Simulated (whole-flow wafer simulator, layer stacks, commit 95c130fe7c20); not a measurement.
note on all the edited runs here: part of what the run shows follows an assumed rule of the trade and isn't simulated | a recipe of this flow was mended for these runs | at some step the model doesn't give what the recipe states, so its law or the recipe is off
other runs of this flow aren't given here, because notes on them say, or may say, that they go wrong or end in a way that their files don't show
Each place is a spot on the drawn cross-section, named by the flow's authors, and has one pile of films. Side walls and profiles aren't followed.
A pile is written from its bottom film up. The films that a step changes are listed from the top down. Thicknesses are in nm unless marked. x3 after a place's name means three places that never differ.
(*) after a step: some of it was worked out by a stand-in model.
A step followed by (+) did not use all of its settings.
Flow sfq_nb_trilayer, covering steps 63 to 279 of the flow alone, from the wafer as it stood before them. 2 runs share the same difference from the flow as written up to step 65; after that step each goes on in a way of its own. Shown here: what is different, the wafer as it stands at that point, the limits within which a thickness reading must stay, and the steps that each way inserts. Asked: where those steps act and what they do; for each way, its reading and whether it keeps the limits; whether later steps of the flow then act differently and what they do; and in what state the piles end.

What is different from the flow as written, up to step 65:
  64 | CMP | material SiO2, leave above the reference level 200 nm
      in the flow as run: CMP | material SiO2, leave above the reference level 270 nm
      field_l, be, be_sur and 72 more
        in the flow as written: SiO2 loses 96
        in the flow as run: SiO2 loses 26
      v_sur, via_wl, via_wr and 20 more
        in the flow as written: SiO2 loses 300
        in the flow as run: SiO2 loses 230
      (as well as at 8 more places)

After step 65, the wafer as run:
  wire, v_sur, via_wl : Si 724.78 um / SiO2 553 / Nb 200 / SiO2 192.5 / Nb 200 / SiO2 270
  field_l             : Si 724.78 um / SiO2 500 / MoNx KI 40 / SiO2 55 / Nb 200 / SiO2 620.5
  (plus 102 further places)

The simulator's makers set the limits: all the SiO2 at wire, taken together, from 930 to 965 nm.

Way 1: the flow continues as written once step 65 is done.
  Reading after step 65: 1015.5 nm, not within the limits.
  Later steps of the flow acting differently than as written (6 other steps are not shown; they differ only slightly, by no more than 2% or 0.5 nm, whichever is larger):
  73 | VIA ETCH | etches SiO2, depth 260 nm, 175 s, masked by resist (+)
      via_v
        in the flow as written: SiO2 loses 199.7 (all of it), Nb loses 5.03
        going this way: SiO2 loses 260
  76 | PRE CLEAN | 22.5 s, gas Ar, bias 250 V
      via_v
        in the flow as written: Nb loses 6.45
        going this way: SiO2 loses 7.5
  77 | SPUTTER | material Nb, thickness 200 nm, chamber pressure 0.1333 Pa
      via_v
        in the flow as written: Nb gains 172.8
        going this way: Nb gains 163 (new film)
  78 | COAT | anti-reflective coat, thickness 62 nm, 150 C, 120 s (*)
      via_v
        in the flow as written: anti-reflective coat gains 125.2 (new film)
        going this way: anti-reflective coat gains 137.2 (new film)
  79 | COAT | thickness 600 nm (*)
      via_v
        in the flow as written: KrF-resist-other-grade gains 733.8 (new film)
        going this way: KrF-resist-other-grade gains 779.2 (new film)
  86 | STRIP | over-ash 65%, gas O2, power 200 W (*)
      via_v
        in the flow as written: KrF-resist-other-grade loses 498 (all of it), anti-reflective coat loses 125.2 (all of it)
        going this way: KrF-resist-other-grade loses 543.3 (all of it), anti-reflective coat loses 137.2 (all of it)
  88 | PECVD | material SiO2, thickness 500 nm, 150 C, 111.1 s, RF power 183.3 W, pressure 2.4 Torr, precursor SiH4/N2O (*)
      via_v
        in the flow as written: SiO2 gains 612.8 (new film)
        going this way: SiO2 gains 678.9 (new film)
  At field_l, v_sur, via_wl and 103 more, the piles at the end differ from the flow's by more than 2% or 0.5 nm, whichever is larger.
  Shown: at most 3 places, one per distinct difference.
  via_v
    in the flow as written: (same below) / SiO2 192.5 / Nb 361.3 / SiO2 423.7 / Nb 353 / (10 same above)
    going this way: (same below) / SiO2 192.5 / Nb 200 / SiO2 2.19 / Nb 163 / SiO2 489.8 / Nb 353 / (10 same above)
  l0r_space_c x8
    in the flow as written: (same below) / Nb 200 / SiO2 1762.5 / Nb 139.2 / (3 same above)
    going this way: (same below) / Nb 200 / SiO2 1832.5 / Nb 139.2 / (3 same above)
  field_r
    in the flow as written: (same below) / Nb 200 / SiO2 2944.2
    going this way: (same below) / Nb 200 / SiO2 3014.2

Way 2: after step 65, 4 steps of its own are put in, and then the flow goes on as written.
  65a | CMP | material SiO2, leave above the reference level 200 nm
      field_l, v_sur, via_wl and 103 more
        SiO2 loses 70
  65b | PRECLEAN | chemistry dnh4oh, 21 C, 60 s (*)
      does not change any film at any place that is followed
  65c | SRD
      does not change any film at any place that is followed
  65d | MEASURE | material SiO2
      does not change any film at any place that is followed
  Reading after step 65d: 945.5 nm, inside the limits.
  Every later step of the flow that is run acts as written at every place that is followed.
  The piles end the same as the flow's at every place that both follow.

Keeping within the limits: way 2. Outside them: way 1.
